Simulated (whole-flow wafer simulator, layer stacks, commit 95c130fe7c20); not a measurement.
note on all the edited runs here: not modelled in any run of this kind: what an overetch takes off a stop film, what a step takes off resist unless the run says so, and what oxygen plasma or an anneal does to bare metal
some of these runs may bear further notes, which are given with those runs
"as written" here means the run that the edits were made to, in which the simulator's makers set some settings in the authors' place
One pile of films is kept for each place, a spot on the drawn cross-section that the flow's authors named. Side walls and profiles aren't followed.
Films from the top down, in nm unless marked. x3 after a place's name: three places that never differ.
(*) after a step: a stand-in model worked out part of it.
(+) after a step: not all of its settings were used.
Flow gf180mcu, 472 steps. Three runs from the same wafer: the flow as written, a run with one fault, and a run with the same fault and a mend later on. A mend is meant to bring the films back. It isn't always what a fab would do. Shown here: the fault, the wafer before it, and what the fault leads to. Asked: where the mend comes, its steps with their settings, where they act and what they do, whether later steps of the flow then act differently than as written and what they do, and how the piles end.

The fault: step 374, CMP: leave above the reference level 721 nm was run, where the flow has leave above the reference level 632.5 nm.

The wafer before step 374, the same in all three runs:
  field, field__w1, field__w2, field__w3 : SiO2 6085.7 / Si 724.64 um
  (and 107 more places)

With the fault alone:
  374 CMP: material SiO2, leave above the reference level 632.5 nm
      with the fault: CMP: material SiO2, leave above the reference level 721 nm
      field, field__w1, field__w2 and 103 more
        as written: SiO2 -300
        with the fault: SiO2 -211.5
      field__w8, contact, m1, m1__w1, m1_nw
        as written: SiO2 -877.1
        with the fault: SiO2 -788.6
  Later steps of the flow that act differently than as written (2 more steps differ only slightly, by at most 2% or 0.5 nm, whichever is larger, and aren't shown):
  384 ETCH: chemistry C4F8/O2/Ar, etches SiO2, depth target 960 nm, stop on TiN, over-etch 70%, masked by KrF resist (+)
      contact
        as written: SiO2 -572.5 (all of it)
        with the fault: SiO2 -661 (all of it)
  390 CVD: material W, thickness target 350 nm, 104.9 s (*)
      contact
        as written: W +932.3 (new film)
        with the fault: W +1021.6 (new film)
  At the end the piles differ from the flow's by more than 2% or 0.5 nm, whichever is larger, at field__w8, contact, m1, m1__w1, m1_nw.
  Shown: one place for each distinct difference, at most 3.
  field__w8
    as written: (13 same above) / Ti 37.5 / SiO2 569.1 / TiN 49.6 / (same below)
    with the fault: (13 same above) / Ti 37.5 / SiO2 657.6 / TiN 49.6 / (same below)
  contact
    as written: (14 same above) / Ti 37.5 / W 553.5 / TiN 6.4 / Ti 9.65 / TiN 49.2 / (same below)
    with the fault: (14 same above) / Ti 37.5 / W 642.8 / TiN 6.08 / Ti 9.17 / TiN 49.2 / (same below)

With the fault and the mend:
  The mend comes after step 382.
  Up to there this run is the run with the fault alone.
  382a STRIP: chemistry O2/N2, power 2160 W, pressure 1700 mTorr (*)
      field, field__w1, field__w2 and 107 more
        KrF resist -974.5 (all of it), anti-reflective coat -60 (all of it)
      contact
        anti-reflective coat -60 (all of it)
  382b CMP: material SiO2, leave above the reference level 632.5 nm (the flow's step 374 once more)
      field, field__w1, field__w2 and 108 more
        SiO2 -88.5
  382c HMDS: 120 C, 60 s (the flow's step 376 once more)
      changes no film at any place that is followed
  382d COAT: anti-reflective coat, thickness 60 nm, 182 C, 71 s (the flow's step 377 once more)
      field, field__w1, field__w2 and 108 more
        anti-reflective coat +60 (new film)
  382e COAT: KrF resist, thickness 1000 nm (the flow's step 378 once more)
      field, field__w1, field__w2 and 108 more
        KrF resist +1000 (new film)
  382f SOFTBAKE: KrF resist (the flow's step 379 once more)
      changes no film at any place that is followed
  382g EXPOSE: photomask Via4 (the flow's step 380 once more)
      changes no film at any place that is followed
  382h PEB: KrF resist, 135 C, 90 s (the flow's step 381 once more)
      field, field__w1, field__w2 and 108 more
        KrF resist -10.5
  382i DEVELOP: KrF resist, thickness 1000 nm, 60 s (the flow's step 382 once more)
      field, field__w1, field__w2 and 107 more
        KrF resist -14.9
      contact
        KrF resist -989.5 (all of it)
  No later step of the flow acts differently than as written at any place that is followed.
  At the end the piles are the same as the flow's at every place that both follow.
